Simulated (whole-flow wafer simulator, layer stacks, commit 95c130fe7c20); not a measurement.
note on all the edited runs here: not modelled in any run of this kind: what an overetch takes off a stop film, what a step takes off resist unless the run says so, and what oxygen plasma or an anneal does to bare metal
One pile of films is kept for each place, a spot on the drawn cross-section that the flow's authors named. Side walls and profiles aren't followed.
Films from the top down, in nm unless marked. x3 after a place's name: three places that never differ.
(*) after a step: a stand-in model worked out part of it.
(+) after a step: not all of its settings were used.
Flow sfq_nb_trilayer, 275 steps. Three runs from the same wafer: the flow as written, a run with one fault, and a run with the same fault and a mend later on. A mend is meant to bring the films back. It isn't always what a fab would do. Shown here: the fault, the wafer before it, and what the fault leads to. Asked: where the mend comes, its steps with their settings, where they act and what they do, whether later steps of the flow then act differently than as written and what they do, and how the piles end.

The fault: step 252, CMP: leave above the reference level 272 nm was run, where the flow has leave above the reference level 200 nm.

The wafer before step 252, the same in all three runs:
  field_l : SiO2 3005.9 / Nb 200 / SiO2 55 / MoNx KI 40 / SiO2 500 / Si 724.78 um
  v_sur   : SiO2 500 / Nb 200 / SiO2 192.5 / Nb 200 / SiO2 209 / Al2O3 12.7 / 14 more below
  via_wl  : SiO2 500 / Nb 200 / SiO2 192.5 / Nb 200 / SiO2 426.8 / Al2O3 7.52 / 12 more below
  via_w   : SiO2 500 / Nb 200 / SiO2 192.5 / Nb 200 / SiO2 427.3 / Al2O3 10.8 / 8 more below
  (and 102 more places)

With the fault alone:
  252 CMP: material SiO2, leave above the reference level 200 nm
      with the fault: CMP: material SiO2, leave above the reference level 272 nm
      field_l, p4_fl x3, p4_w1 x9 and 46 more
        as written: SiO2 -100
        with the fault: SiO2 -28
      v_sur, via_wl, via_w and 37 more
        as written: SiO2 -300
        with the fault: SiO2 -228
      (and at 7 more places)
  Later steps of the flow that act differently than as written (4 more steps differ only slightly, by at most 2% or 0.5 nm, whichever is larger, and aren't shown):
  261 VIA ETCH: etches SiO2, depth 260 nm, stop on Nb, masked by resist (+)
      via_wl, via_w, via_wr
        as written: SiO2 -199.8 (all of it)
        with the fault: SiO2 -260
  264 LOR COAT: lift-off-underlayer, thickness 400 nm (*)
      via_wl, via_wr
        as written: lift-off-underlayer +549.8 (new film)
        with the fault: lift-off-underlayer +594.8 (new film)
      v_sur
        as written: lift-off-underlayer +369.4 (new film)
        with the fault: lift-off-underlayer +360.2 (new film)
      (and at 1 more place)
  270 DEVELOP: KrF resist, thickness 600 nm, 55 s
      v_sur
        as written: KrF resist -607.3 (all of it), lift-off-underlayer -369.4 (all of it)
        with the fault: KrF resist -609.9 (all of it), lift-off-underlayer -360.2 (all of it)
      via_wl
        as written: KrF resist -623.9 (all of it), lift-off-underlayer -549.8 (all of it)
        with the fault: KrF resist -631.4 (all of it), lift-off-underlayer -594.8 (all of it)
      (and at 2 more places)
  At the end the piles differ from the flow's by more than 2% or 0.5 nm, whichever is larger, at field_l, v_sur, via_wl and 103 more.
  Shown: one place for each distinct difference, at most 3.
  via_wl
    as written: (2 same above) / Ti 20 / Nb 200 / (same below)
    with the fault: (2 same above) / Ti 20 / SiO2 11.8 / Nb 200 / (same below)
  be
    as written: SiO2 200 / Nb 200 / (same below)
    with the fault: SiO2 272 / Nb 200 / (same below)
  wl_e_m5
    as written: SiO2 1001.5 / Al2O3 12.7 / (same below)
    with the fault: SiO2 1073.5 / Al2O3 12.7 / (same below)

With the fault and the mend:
  The mend comes after step 259.
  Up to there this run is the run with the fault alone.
  259a STRIP: over-ash 65%, gas O2, power 200 W (*)
      field_l, v_sur, via_sp and 100 more
        KrF resist -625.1 (all of it), anti-reflective coat -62 (all of it)
      via_wl, via_w, via_wr
        anti-reflective coat -62 (all of it)
  259b CMP: material SiO2, leave above the reference level 200 nm (the flow's step 252 once more)
      field_l, v_sur, via_wl and 103 more
        SiO2 -72
  259c COAT: anti-reflective coat, thickness 62 nm (the flow's step 254 once more)
      field_l, v_sur, via_wl and 103 more
        anti-reflective coat +62 (new film)
  259d COAT: KrF resist, thickness 650 nm (the flow's step 255 once more)
      field_l, v_sur, via_wl and 103 more
        KrF resist +650 (new film)
  259e SOFTBAKE: KrF resist (the flow's step 256 once more)
      changes no film at any place that is followed
  259f EXPOSE: photomask I7, dose 11.93 mJ/cm2, NA 0.6, wavelength 248 nm (*) (the flow's step 257 once more)
      changes no film at any place that is followed
  259g PEB: KrF resist, 90 s (the flow's step 258 once more)
      field_l, v_sur, via_wl and 103 more
        KrF resist -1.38
  259h DEVELOP: KrF resist, thickness 650 nm, 60 s (the flow's step 259 once more)
      field_l, v_sur, via_sp and 100 more
        KrF resist -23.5
      via_wl, via_w, via_wr
        KrF resist -648.6 (all of it)
  No later step of the flow acts differently than as written at any place that is followed.
  At the end the piles are the same as the flow's at every place that both follow.
